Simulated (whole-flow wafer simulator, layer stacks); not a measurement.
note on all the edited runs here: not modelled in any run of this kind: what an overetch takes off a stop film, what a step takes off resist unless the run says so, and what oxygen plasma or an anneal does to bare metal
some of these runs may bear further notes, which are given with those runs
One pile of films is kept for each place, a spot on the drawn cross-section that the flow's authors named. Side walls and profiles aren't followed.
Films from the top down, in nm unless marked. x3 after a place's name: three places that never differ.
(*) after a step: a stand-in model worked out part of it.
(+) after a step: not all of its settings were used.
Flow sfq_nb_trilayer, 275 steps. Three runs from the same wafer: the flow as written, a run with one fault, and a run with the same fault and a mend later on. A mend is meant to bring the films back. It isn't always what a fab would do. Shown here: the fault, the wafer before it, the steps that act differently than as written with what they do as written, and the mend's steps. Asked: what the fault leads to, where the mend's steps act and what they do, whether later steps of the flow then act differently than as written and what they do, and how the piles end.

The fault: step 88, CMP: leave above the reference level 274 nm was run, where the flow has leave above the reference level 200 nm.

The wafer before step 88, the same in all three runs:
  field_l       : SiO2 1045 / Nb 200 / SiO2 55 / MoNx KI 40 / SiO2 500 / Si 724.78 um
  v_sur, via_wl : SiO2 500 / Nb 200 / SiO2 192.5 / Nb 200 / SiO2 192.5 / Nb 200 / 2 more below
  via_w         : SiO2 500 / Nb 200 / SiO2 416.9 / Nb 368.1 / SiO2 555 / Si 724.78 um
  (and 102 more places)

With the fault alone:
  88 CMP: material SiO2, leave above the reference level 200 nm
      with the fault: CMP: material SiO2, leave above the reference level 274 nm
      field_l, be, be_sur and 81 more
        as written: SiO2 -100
        with the fault: SiO2 -26
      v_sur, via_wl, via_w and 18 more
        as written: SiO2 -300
        with the fault: SiO2 -226
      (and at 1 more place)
  Later steps of the flow that act differently than as written (4 more steps differ only slightly, by at most 2% or 0.5 nm, whichever is larger, and aren't shown):
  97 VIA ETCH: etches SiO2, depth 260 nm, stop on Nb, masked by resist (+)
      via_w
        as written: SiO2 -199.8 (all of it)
        with the fault: SiO2 -260
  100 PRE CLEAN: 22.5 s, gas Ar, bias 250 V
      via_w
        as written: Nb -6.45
        with the fault: SiO2 -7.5
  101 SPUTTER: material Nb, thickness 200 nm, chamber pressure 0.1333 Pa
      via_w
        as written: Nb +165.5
        with the fault: Nb +152.6 (new film)
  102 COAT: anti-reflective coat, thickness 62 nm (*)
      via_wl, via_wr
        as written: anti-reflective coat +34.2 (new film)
        with the fault: anti-reflective coat +23 (new film)
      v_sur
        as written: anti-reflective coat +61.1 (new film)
        with the fault: anti-reflective coat +55.7 (new film)
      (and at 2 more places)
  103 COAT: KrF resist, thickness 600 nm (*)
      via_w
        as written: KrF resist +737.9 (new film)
        with the fault: KrF resist +794 (new film)
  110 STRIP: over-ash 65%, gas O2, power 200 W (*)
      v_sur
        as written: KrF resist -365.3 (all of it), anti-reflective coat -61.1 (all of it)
        with the fault: KrF resist -362.3 (all of it), anti-reflective coat -55.7 (all of it)
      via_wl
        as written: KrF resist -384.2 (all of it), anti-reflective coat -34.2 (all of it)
        with the fault: KrF resist -383.9 (all of it), anti-reflective coat -23 (all of it)
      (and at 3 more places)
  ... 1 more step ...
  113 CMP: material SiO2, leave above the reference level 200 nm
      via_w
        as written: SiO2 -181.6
        with the fault: SiO2 -157.1
  At the end the piles differ from the flow's by more than 2% or 0.5 nm, whichever is larger, at field_l, v_sur, via_wl and 103 more.
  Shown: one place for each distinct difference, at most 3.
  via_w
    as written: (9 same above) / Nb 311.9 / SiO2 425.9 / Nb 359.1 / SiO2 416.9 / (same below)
    with the fault: (9 same above) / Nb 311.9 / SiO2 500.1 / Nb 152.6 / SiO2 6.34 / Nb 200 / SiO2 416.9 / (same below)
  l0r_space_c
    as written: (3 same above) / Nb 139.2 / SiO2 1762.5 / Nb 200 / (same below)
    with the fault: (3 same above) / Nb 139.2 / SiO2 1836.5 / Nb 200 / (same below)
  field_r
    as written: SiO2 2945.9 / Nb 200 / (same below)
    with the fault: SiO2 3019.9 / Nb 200 / (same below)

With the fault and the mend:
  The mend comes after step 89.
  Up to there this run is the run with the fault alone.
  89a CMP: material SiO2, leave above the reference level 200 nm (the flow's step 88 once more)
      field_l, v_sur, via_wl and 103 more
        SiO2 -74
  No later step of the flow acts differently than as written at any place that is followed.
  At the end the piles are the same as the flow's at every place that both follow.
